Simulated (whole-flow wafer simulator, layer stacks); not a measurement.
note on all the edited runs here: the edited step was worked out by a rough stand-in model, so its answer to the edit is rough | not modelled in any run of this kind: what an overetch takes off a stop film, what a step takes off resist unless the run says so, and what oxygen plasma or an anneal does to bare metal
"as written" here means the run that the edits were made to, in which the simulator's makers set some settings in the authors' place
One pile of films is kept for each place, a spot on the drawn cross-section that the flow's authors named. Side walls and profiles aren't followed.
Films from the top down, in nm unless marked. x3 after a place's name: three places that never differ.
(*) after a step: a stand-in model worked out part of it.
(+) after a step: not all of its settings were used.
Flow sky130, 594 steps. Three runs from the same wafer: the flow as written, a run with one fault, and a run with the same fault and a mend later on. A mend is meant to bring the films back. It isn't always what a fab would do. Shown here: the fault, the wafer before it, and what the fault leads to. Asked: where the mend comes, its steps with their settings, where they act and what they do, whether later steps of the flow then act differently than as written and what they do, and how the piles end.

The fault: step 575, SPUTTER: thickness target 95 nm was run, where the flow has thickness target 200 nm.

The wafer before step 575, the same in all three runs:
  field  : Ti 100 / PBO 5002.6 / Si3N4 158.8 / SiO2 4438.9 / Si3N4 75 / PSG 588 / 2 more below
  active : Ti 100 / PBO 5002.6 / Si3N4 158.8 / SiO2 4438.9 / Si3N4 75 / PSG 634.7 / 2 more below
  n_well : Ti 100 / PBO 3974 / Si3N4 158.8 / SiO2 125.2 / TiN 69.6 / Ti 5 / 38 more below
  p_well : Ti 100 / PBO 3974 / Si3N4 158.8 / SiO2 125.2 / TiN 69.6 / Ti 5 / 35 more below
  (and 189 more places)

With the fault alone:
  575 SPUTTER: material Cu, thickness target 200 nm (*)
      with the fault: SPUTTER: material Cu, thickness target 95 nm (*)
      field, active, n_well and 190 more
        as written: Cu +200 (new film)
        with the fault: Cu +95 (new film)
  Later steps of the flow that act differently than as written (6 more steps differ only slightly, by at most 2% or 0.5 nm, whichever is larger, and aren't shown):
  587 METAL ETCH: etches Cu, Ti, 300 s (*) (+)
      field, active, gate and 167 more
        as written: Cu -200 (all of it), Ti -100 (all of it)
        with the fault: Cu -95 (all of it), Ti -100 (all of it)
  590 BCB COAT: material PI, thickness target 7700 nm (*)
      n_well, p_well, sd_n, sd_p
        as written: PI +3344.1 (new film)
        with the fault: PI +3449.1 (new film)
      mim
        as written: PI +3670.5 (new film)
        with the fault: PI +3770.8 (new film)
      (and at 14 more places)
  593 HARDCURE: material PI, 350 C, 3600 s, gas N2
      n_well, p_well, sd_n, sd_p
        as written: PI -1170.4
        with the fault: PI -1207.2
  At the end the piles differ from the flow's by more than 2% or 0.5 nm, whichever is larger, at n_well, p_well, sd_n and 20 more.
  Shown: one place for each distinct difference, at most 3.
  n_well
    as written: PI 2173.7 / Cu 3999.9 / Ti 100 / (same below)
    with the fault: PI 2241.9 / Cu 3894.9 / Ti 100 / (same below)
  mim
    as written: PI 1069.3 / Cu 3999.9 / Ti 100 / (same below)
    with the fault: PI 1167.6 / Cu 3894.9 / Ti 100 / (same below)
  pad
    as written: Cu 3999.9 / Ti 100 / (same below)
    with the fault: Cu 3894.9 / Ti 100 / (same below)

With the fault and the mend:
  The mend comes after step 575.
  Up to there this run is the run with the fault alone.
  575a SPUTTER: material Cu, thickness target 105 nm (*) (the flow's step 575 once more, with other settings)
      field, active, n_well and 190 more
        Cu +105
  No later step of the flow acts differently than as written at any place that is followed.
  At the end the piles are the same as the flow's at every place that both follow.
